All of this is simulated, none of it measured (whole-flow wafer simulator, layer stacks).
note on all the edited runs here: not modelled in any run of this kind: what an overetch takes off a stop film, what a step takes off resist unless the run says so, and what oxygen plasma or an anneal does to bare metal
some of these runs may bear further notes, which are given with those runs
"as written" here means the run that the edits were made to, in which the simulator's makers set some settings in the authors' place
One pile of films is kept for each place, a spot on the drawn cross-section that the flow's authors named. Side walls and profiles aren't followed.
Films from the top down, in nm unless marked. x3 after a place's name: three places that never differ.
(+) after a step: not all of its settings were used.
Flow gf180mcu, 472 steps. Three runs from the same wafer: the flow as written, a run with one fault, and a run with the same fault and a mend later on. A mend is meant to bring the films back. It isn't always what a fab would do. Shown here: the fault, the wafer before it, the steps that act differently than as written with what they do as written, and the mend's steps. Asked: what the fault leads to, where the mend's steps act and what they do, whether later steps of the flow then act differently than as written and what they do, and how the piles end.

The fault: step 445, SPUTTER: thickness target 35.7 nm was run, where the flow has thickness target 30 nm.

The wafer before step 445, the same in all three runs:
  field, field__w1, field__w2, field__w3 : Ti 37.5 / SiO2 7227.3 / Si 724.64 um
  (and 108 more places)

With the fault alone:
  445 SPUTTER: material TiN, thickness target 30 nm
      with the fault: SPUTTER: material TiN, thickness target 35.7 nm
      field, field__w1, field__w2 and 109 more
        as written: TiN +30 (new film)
        with the fault: TiN +35.7 (new film)
  Later steps of the flow that act differently than as written (4 more steps differ only slightly, by at most 2% or 0.5 nm, whichever is larger, and aren't shown):
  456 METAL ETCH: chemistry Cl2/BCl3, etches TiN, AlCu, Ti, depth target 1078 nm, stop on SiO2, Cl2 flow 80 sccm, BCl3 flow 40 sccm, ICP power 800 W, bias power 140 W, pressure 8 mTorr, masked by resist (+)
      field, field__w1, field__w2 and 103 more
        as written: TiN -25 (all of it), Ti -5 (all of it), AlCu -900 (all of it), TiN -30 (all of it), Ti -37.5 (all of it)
        with the fault: TiN -25 (all of it), Ti -5 (all of it), AlCu -900 (all of it), TiN -35.7 (all of it), Ti -37.5 (all of it)
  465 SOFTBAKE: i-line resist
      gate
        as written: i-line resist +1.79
        with the fault: i-line resist -0.31
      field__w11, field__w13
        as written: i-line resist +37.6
        with the fault: i-line resist +31.3
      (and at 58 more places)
  At the end the piles differ from the flow's by more than 2% or 0.5 nm, whichever is larger, at field__w8, contact, m1, m1__w1, pad, m1_nw.
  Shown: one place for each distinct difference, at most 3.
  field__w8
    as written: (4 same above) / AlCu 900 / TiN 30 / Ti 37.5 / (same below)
    with the fault: (4 same above) / AlCu 900 / TiN 35.7 / Ti 37.5 / (same below)
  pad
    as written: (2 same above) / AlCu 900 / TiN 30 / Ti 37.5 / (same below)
    with the fault: (2 same above) / AlCu 900 / TiN 35.7 / Ti 37.5 / (same below)

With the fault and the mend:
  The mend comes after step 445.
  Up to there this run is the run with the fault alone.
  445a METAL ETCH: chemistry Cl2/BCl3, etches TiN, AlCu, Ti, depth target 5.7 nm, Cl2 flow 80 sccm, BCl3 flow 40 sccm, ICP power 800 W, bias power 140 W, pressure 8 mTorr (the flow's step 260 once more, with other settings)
      field, field__w1, field__w2 and 109 more
        TiN -5.7
  No later step of the flow acts differently than as written at any place that is followed.
  At the end the piles are the same as the flow's at every place that both follow.
